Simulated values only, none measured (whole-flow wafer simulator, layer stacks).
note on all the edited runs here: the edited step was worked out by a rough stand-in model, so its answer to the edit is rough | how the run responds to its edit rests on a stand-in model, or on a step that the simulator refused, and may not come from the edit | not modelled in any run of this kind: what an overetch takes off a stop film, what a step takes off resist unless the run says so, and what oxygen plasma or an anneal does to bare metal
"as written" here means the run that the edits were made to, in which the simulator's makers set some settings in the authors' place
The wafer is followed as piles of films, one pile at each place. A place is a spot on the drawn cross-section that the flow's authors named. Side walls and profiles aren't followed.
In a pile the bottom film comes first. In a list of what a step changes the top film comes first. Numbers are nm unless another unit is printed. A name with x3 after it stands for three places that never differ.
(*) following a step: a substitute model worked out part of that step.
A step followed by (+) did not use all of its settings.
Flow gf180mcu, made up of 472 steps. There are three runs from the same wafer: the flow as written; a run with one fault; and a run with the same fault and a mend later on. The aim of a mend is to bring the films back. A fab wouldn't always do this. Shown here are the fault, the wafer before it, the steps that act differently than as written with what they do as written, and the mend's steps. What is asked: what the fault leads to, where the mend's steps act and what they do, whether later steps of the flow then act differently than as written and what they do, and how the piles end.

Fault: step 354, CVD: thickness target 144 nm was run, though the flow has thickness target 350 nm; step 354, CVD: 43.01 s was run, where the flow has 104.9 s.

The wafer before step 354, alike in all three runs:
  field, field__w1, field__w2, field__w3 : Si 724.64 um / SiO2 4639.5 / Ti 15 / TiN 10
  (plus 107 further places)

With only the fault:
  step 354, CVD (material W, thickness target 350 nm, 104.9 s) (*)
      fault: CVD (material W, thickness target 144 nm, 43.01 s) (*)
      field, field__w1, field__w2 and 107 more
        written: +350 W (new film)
        fault: +145.3 W (new film)
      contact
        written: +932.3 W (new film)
        fault: +727.5 W (new film)
  Steps further on in the flow that do not act as written:
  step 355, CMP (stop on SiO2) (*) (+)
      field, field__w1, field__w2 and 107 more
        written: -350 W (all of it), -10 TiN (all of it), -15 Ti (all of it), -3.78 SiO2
        fault: -145.3 W (all of it), -10 TiN (all of it), -15 Ti (all of it), -1.72 SiO2
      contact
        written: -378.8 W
        fault: -172 W
  When the end is reached, the piles differ only a little from the flow's at the places that both follow, at most by 2% or 0.5 nm, whichever is larger.

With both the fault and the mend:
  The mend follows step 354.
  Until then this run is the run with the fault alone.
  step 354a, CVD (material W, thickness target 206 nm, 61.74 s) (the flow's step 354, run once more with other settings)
      field, field__w1, field__w2 and 108 more
        +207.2 W
  None of the later steps of the flow differs from how it acts as written, at any place that is followed, by more than 2% or 0.5 nm, whichever is larger.
  When the end is reached, the piles differ only a little from the flow's at the places that both follow, at most by 2% or 0.5 nm, whichever is larger.
